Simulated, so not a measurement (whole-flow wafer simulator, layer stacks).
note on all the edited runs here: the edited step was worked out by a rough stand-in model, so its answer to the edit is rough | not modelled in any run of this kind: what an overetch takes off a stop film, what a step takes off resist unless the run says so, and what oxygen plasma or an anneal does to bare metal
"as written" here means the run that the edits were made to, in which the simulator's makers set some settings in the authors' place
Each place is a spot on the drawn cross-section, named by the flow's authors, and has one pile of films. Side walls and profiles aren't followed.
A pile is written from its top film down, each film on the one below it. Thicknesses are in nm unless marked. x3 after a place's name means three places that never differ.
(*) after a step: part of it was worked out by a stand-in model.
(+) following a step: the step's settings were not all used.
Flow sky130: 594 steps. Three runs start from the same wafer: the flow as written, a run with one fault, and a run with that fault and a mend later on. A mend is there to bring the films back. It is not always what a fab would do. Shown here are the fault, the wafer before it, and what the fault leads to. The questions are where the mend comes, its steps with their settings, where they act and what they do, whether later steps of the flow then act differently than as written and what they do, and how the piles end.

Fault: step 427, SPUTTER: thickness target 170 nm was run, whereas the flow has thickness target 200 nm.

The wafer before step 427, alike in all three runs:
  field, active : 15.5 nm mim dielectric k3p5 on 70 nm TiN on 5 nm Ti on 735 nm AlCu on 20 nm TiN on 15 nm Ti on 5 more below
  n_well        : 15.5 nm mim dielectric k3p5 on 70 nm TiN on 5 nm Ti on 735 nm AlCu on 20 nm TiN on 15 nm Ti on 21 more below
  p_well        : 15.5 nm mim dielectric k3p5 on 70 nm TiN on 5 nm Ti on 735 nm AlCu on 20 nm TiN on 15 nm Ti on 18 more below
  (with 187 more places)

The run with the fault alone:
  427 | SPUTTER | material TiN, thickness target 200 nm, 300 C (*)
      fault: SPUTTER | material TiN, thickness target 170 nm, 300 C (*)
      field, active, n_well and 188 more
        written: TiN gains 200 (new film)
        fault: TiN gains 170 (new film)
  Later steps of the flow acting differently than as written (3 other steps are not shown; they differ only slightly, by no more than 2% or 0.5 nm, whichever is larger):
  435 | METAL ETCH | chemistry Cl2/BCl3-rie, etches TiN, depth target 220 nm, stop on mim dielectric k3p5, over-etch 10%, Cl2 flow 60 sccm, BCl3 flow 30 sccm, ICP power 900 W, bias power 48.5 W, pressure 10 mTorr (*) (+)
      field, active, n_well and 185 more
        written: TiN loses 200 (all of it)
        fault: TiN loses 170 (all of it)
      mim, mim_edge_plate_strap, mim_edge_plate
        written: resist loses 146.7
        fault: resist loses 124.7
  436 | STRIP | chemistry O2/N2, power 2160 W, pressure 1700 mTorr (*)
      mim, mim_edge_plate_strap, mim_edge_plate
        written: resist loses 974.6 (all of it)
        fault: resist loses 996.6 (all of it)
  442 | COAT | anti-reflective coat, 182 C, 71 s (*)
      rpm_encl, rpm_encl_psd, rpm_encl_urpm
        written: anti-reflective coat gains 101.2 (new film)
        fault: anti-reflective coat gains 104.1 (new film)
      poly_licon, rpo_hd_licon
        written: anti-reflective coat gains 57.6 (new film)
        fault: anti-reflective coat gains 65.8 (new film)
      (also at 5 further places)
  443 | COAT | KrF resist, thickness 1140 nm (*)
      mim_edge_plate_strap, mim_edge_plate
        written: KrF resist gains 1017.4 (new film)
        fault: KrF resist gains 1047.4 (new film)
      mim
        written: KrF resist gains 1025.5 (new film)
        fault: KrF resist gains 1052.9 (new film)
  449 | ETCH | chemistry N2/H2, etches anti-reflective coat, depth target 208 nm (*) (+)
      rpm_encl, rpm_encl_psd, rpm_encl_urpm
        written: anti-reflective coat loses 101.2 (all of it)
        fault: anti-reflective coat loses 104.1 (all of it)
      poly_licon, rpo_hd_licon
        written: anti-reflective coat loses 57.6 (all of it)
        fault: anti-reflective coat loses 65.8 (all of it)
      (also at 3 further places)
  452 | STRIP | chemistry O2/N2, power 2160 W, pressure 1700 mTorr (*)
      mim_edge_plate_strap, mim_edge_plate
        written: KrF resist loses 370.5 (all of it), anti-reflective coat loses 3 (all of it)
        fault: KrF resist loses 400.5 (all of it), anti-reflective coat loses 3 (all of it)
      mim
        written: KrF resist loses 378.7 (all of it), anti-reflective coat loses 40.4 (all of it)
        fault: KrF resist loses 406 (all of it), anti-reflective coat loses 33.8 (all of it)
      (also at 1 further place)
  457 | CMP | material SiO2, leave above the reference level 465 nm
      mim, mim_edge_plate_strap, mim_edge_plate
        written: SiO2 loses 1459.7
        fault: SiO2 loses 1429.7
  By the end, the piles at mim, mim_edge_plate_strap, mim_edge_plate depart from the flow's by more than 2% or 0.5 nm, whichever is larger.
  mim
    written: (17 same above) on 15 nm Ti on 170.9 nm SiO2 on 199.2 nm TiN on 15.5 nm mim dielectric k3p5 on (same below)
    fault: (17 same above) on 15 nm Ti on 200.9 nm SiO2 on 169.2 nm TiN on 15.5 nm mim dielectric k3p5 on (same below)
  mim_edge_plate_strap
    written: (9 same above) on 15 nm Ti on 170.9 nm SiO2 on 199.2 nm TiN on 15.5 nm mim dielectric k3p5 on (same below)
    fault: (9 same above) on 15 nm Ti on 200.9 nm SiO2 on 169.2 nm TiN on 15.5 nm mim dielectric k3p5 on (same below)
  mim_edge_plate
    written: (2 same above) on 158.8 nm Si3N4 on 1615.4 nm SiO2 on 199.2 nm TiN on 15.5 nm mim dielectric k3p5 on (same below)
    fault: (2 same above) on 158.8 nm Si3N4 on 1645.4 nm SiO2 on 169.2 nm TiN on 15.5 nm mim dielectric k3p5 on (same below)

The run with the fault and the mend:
  The mend stands after step 427.
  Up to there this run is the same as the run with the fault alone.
  427a | SPUTTER | material TiN, thickness target 30 nm, 300 C (*) (the flow's step 427 again, with other settings)
      field, active, n_well and 188 more
        TiN gains 30
  None of the later steps of the flow acts differently than as written at any place that is followed.
  By the end, the piles equal the flow's at every place that both follow.
